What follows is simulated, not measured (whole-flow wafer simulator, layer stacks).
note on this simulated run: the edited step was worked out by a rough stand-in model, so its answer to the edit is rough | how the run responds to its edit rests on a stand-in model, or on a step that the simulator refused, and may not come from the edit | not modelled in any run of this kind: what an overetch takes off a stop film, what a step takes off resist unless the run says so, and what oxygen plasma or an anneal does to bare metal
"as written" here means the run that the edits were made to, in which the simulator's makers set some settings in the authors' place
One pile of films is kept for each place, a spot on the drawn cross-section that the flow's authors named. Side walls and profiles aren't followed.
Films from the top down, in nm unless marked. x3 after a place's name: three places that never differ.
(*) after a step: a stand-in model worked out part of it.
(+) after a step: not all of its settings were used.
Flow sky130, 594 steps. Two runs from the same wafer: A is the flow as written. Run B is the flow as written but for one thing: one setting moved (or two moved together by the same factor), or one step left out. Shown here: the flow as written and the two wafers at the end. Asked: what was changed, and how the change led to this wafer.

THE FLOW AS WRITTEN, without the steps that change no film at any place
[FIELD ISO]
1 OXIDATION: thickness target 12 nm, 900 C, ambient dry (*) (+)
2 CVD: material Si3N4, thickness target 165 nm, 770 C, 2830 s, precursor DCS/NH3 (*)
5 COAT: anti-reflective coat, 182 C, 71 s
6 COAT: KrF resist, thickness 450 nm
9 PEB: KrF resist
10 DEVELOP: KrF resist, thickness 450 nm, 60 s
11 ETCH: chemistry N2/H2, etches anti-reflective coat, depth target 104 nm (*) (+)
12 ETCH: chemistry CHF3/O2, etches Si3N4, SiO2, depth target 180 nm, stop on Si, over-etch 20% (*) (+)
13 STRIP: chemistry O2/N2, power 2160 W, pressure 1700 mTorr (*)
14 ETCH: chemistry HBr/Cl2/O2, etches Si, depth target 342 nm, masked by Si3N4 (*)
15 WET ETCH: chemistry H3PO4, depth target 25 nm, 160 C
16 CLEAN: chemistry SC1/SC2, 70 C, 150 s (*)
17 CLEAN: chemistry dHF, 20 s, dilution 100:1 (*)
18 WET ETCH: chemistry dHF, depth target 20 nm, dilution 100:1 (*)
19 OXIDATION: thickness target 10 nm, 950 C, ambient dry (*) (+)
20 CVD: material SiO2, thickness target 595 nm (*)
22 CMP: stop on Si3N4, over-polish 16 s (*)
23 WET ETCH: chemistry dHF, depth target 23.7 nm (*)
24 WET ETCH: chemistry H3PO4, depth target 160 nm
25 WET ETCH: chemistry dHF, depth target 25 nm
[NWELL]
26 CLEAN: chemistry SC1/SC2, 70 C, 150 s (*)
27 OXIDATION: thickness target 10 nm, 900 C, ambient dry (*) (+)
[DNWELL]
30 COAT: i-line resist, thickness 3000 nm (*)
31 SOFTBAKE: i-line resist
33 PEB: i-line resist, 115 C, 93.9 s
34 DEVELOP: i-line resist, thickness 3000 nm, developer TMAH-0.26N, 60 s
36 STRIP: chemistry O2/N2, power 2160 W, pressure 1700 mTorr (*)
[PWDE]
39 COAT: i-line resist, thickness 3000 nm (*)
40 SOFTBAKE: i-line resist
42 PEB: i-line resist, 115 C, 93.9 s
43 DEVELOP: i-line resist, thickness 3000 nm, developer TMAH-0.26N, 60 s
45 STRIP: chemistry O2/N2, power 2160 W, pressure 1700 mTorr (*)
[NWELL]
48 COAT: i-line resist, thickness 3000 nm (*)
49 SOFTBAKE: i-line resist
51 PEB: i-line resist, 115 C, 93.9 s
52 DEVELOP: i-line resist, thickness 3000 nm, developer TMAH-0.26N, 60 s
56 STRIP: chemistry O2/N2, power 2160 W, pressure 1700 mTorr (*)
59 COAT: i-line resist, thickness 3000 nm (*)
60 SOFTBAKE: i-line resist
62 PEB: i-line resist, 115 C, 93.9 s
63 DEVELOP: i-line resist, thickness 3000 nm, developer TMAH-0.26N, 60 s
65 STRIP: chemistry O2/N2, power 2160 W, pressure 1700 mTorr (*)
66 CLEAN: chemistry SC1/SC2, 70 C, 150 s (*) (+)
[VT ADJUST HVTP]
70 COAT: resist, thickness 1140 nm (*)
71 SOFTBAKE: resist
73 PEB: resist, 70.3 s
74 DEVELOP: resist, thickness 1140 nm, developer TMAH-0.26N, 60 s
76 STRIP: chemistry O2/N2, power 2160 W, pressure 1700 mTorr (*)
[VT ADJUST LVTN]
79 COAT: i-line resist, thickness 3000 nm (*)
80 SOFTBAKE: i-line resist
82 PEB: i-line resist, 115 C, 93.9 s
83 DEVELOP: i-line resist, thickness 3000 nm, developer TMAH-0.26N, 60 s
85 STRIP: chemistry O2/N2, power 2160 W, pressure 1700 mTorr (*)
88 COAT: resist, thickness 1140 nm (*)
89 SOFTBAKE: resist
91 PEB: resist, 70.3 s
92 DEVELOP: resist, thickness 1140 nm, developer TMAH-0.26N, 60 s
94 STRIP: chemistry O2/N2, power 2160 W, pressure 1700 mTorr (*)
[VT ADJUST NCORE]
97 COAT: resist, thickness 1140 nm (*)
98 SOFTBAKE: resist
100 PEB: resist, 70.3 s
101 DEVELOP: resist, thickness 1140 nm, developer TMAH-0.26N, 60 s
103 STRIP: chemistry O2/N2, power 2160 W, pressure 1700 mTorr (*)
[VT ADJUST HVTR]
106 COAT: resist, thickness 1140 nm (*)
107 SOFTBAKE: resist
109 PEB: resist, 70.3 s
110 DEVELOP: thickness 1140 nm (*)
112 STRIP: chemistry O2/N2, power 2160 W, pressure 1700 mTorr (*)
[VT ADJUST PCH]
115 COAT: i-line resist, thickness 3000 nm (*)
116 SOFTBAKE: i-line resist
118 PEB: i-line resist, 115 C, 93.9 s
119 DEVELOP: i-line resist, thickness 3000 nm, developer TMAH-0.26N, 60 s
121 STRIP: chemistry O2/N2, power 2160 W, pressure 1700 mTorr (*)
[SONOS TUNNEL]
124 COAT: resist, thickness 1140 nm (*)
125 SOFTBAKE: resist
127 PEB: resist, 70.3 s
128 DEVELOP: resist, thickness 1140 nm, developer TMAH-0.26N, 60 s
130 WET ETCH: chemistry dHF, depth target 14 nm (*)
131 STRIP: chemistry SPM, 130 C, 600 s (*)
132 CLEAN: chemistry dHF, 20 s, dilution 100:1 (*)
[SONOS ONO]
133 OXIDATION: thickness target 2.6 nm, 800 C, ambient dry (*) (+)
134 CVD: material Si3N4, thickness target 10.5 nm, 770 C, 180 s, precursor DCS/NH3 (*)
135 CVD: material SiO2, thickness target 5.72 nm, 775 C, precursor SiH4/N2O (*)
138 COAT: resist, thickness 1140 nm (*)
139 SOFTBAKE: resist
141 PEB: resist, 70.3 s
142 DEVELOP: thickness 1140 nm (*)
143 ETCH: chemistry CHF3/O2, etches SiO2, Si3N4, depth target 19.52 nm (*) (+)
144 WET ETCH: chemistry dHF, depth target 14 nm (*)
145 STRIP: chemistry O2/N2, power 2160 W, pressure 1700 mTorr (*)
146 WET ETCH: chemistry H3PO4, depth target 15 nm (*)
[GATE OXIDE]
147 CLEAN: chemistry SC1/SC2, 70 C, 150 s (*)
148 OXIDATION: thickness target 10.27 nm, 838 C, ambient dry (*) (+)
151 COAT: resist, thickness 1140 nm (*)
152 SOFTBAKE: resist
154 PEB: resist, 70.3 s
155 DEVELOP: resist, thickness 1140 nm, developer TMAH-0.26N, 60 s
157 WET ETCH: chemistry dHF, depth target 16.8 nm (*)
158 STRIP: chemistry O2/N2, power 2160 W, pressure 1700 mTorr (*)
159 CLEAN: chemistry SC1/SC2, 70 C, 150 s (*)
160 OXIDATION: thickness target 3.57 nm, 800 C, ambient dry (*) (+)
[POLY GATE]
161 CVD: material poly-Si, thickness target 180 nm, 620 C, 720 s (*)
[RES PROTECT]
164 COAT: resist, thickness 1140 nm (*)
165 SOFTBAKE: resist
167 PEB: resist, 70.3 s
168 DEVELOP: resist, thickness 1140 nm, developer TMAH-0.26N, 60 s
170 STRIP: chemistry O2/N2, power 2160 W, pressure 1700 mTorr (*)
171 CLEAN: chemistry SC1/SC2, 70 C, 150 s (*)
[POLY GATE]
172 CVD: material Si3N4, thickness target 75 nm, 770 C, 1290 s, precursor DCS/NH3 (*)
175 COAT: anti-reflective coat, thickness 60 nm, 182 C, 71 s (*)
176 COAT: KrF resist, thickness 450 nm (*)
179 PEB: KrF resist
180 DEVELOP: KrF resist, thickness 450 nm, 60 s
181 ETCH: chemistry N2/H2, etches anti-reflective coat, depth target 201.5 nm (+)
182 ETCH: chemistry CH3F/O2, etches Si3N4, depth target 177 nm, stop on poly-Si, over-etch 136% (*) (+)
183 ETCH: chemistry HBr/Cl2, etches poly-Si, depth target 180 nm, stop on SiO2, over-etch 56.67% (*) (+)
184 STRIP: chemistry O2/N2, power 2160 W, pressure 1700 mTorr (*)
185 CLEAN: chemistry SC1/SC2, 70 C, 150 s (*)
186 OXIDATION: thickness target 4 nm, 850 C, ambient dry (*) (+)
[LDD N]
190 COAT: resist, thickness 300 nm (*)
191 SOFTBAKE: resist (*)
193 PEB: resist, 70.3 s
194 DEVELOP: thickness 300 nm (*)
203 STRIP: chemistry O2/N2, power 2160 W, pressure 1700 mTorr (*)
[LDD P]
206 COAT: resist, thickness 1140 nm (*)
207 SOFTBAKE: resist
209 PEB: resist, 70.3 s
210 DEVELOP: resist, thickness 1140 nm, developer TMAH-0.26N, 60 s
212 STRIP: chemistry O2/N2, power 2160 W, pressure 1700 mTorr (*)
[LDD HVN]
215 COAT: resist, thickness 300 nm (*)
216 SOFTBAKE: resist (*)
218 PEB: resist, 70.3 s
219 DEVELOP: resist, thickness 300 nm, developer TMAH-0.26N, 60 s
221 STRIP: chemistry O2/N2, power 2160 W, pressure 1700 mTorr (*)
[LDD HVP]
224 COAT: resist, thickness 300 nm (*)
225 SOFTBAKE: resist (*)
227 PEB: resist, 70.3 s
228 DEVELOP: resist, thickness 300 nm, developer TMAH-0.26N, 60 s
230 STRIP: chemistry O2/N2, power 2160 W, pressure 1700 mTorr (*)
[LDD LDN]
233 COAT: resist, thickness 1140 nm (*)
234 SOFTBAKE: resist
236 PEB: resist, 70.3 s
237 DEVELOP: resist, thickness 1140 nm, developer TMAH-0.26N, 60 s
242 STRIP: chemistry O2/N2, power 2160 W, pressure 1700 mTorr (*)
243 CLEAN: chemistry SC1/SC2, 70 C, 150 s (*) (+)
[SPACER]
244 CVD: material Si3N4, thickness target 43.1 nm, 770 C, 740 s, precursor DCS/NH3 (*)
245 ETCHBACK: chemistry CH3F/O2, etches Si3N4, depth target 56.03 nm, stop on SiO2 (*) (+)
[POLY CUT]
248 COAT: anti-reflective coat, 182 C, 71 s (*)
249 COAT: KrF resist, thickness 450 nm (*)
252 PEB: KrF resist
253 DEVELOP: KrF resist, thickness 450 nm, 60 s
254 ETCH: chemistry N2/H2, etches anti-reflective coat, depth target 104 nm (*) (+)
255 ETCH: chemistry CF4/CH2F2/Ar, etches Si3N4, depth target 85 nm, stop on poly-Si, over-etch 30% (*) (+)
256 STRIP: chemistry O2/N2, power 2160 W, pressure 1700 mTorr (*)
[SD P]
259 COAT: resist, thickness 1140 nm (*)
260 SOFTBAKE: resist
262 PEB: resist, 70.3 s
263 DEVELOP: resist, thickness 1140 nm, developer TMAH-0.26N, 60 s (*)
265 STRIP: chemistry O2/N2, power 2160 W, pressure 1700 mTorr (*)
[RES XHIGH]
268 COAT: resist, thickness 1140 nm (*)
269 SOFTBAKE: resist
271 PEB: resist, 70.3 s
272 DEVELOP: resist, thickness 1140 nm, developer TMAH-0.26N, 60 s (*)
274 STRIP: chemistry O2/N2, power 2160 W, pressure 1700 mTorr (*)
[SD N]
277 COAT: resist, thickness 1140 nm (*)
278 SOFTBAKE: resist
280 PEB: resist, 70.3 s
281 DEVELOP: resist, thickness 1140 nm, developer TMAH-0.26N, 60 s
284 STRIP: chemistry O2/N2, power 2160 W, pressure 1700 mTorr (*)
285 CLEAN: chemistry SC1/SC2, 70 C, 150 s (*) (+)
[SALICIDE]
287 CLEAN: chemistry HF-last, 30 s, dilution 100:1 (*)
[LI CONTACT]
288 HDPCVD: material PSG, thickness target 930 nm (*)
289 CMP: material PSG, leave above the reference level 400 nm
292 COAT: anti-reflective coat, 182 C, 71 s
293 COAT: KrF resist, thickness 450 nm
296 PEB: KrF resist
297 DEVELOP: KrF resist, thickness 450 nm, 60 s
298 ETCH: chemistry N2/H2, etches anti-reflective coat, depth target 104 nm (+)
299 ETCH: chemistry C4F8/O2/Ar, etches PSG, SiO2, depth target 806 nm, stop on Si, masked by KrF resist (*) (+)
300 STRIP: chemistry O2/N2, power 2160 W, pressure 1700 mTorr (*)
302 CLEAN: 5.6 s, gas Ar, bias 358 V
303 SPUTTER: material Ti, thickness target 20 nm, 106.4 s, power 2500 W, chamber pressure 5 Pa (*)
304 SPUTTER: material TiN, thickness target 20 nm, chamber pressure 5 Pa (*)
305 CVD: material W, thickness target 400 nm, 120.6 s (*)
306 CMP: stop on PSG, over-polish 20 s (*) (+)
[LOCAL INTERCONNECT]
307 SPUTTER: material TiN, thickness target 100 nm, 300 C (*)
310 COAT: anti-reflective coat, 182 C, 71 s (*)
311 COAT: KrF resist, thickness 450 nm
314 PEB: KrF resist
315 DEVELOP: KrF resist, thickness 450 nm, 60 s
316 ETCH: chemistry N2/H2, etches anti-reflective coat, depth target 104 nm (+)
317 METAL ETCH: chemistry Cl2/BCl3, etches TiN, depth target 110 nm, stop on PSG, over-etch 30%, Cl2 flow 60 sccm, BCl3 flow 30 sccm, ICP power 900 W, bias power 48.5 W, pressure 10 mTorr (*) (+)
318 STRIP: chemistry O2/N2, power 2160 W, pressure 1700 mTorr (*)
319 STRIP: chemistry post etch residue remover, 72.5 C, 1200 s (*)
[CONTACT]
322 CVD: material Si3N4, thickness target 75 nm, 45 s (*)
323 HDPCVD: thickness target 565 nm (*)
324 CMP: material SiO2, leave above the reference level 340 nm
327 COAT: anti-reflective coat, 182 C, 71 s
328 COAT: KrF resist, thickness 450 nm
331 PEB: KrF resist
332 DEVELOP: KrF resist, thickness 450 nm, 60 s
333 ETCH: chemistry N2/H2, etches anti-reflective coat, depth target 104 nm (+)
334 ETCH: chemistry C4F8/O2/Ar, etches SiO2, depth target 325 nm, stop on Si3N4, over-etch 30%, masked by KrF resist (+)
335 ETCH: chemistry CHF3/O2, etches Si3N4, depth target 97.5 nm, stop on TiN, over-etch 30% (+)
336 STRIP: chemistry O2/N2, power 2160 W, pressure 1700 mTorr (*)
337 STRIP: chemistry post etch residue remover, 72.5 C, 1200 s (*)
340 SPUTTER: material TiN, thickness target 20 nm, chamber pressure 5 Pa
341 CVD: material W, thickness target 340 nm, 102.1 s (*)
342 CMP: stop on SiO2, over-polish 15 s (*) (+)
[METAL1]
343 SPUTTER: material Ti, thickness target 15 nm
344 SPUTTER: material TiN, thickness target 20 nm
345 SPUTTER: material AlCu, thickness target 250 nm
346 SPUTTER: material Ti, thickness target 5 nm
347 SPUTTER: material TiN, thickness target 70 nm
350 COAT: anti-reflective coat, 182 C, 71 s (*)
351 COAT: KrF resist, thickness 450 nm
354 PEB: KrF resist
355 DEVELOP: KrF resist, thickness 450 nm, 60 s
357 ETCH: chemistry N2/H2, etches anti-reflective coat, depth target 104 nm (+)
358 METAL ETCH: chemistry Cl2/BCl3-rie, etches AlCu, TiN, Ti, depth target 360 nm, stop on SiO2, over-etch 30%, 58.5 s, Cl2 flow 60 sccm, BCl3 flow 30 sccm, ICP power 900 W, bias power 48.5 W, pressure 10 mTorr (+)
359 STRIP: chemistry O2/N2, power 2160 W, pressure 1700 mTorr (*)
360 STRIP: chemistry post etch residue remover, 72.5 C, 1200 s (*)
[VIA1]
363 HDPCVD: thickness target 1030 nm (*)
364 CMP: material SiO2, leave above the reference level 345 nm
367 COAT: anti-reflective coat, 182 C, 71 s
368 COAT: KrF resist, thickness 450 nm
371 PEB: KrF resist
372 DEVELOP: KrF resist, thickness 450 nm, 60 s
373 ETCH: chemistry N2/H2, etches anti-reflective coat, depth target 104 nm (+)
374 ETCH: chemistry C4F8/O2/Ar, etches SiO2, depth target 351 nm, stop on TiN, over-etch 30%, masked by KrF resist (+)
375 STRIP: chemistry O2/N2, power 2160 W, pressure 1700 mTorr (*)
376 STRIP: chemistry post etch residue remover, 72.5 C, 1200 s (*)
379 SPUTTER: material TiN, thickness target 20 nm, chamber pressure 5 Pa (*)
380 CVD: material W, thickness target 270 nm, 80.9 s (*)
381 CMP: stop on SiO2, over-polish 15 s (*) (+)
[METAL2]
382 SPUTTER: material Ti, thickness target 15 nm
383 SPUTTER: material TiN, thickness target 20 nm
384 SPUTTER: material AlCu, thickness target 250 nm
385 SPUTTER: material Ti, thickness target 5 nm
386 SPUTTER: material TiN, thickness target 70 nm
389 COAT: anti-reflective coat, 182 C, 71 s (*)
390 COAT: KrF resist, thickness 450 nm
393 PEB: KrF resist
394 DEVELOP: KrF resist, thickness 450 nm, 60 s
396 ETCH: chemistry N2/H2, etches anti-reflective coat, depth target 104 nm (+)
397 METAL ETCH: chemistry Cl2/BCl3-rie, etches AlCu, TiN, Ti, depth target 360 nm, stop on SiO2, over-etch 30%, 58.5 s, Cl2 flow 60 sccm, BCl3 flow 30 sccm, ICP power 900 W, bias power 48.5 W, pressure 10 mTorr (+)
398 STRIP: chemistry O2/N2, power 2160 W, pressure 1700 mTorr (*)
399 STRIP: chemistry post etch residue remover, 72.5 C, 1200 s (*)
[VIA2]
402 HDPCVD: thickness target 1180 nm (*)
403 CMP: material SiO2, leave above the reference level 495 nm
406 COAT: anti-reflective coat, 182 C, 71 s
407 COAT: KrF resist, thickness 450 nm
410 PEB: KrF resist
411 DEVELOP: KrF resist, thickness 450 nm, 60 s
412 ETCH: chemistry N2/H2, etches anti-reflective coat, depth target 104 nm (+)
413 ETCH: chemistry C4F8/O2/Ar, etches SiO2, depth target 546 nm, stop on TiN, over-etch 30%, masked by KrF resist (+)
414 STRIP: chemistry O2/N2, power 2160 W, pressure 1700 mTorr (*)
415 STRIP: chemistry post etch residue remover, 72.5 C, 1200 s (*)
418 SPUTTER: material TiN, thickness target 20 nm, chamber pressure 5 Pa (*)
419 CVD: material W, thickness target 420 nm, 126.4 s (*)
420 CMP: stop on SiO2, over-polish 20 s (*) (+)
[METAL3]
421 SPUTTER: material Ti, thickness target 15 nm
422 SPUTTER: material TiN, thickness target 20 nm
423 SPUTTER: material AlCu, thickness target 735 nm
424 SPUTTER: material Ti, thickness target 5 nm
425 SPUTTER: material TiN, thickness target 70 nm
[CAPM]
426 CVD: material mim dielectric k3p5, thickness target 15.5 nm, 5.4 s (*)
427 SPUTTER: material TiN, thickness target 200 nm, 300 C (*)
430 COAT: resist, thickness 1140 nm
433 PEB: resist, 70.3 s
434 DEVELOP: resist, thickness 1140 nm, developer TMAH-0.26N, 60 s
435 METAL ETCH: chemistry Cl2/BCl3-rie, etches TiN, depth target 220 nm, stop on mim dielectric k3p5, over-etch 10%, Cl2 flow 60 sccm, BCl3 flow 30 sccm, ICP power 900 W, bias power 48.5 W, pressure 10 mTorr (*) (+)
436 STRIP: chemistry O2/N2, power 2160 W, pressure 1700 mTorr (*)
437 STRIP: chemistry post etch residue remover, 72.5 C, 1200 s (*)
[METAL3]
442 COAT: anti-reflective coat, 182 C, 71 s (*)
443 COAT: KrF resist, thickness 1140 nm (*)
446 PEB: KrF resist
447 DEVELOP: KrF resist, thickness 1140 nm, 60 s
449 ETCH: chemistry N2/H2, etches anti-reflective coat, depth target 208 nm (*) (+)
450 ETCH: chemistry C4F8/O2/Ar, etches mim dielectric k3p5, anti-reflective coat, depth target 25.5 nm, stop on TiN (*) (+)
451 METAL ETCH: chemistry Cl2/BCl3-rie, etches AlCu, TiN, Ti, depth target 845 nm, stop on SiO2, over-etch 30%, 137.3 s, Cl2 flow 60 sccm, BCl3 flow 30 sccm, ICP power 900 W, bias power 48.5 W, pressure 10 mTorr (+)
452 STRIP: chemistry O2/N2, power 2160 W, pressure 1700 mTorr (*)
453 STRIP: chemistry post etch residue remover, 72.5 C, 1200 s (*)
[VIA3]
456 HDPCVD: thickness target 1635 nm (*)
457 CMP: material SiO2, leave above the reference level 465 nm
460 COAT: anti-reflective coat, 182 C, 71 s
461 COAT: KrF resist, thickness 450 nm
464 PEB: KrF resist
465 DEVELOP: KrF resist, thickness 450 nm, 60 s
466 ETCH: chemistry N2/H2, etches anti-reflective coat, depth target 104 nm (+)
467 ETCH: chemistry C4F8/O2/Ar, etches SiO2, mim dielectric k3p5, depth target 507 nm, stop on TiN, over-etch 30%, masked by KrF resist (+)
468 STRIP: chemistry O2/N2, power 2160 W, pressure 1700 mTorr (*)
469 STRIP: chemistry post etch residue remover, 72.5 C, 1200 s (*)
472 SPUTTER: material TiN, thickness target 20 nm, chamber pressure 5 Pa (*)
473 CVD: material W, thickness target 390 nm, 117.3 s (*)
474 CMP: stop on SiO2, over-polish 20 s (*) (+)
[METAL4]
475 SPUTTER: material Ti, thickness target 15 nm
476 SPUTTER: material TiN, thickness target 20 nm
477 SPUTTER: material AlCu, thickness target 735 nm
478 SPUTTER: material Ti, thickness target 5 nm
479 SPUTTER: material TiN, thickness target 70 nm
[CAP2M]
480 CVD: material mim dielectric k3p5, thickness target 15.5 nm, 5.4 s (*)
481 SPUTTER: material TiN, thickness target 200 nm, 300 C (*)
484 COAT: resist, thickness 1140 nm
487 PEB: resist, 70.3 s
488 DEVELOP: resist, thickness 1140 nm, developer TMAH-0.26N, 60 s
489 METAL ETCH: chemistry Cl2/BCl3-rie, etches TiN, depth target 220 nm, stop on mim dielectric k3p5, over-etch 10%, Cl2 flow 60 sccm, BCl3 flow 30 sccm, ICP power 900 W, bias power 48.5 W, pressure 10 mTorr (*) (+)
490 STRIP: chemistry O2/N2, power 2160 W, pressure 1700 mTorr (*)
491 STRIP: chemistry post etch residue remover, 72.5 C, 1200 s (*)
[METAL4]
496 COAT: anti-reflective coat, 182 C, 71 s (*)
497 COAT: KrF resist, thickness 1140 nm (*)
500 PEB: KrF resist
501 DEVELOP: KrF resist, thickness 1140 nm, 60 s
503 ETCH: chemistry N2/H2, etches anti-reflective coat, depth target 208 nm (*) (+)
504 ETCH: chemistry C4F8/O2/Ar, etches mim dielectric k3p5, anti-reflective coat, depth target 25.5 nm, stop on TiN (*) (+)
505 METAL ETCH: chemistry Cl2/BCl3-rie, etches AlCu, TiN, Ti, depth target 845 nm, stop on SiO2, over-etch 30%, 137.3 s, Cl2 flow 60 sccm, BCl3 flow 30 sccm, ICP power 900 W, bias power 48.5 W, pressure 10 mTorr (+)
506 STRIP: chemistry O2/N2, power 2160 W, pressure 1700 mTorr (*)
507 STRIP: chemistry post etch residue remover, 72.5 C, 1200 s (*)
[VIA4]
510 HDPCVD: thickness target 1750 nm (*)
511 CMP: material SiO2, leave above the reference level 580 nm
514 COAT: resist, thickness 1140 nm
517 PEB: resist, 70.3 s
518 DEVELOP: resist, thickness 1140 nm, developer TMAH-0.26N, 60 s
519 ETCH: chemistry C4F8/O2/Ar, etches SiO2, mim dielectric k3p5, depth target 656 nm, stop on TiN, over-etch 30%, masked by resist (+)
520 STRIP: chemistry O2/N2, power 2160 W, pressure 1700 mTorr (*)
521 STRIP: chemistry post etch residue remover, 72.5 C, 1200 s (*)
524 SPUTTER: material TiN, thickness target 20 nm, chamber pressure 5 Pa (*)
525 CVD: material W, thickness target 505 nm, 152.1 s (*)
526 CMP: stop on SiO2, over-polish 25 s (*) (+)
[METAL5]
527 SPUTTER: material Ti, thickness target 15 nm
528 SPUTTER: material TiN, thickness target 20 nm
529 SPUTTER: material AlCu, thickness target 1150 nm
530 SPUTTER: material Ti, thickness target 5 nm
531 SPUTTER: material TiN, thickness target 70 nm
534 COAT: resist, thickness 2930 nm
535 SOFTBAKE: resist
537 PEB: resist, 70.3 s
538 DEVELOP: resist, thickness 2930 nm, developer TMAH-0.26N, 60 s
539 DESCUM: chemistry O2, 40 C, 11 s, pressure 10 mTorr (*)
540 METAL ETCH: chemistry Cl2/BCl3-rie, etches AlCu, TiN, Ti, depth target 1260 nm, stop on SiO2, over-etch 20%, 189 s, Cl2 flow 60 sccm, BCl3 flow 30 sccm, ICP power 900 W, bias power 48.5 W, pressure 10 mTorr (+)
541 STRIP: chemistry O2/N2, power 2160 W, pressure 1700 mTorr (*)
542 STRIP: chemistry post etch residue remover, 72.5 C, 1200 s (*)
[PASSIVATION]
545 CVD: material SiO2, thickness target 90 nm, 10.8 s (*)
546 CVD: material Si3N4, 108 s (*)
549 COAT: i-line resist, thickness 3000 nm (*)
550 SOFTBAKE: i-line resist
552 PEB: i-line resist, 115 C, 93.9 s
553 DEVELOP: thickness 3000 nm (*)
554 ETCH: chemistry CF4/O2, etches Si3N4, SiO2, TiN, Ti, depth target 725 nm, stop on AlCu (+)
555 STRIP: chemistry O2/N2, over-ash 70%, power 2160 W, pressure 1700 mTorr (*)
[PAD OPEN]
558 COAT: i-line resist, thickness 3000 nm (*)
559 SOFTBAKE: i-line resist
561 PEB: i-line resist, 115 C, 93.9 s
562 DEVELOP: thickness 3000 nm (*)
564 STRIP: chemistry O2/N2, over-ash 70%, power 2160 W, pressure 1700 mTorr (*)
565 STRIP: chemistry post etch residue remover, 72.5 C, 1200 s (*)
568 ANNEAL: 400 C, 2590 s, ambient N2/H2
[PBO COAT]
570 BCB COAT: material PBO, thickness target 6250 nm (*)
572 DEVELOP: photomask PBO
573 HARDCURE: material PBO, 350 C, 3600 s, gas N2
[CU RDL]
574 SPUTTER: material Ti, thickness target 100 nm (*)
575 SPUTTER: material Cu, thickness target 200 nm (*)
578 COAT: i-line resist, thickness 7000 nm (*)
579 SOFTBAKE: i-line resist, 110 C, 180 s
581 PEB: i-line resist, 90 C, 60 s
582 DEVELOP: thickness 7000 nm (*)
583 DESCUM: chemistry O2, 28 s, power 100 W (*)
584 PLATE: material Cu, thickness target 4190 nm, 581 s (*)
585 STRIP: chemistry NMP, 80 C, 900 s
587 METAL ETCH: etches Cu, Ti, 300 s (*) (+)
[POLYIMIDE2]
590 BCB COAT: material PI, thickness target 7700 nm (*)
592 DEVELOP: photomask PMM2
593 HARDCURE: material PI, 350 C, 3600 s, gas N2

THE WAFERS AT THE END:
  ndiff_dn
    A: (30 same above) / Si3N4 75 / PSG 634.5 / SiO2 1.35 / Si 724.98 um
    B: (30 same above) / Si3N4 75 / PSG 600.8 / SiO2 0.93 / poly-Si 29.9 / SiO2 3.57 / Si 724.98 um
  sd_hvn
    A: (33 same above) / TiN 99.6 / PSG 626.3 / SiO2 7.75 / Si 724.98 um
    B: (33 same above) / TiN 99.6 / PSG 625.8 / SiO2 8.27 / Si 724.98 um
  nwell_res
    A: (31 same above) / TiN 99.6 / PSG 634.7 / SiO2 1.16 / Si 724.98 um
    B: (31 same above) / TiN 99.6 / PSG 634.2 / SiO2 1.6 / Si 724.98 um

The cause: step 183, ETCH: depth target 117 nm was run, where the flow has depth target 180 nm.

How the change led to this, step by step:
  183 ETCH: chemistry HBr/Cl2, etches poly-Si, depth target 180 nm, stop on SiO2, over-etch 56.67% (*) (+)
      field, mim, pwell_dnw and 70 more: A poly-Si -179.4 (all of it), SiO2 -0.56 | B poly-Si -179.4 (all of it)
      ndiff_dn: A poly-Si -215.2 (all of it), SiO2 -0.33 | B poly-Si -183.3
      (and at 116 more places)
  184 STRIP: chemistry O2/N2, power 2160 W, pressure 1700 mTorr (*)
      ndiff_dn: A nothing | B chemical SiO2 +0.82 (new film), poly-Si -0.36
      dice_street, grade_field_poly: A KrF resist -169 (all of it), anti-reflective coat -60 (all of it) | B KrF resist -201.9 (all of it), anti-reflective coat -60 (all of it)
      (and at 75 more places)
  186 OXIDATION: thickness target 4 nm, 850 C, ambient dry (*) (+)
      ndiff_dn: A SiO2 +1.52, Si -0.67 | B SiO2 +4 (new film), chemical SiO2 -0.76 (all of it), poly-Si -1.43
  190 COAT: resist, thickness 300 nm (*)
      ndiff_dn: A resist +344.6 (new film) | B resist +316.7 (new film)
  203 STRIP: chemistry O2/N2, power 2160 W, pressure 1700 mTorr (*)
      ndiff_dn: A resist -340.4 (all of it) | B resist -312.9 (all of it)
  206 COAT: resist, thickness 1140 nm (*)
      ndiff_dn: A resist +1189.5 (new film) | B resist +1159 (new film)
  207 SOFTBAKE: resist
      iso_guard_nsd: A resist +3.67 | B resist +3.09
  212 STRIP: chemistry O2/N2, power 2160 W, pressure 1700 mTorr (*)
      ndiff_dn: A resist -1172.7 (all of it) | B resist -1142.3 (all of it)
  215 COAT: resist, thickness 300 nm (*)
      ndiff_dn: A resist +344.6 (new film) | B resist +316.7 (new film)
  221 STRIP: chemistry O2/N2, power 2160 W, pressure 1700 mTorr (*)
      ndiff_dn: A resist -340.4 (all of it) | B resist -312.9 (all of it)
  224 COAT: resist, thickness 300 nm (*)
      ndiff_dn: A resist +344.6 (new film) | B resist +316.7 (new film)
  230 STRIP: chemistry O2/N2, power 2160 W, pressure 1700 mTorr (*)
      ndiff_dn: A resist -340.4 (all of it) | B resist -312.9 (all of it)
  233 COAT: resist, thickness 1140 nm (*)
      ndiff_dn: A resist +1189.5 (new film) | B resist +1159 (new film)
  234 SOFTBAKE: resist
      iso_guard_nsd: A resist +3.67 | B resist +3.09
  242 STRIP: chemistry O2/N2, power 2160 W, pressure 1700 mTorr (*)
      ndiff_dn: A resist -1172.7 (all of it) | B resist -1142.3 (all of it)
  248 COAT: anti-reflective coat, 182 C, 71 s (*)
      ndiff_dn: A anti-reflective coat +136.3 (new film) | B anti-reflective coat +122.1 (new film)
      iso_guard_nsd: A anti-reflective coat +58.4 (new film) | B anti-reflective coat +76.7 (new film)
  ... 11 more steps ...
  289 CMP: material PSG, leave above the reference level 400 nm
      ndiff_dn: A PSG -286 | B PSG -319.7
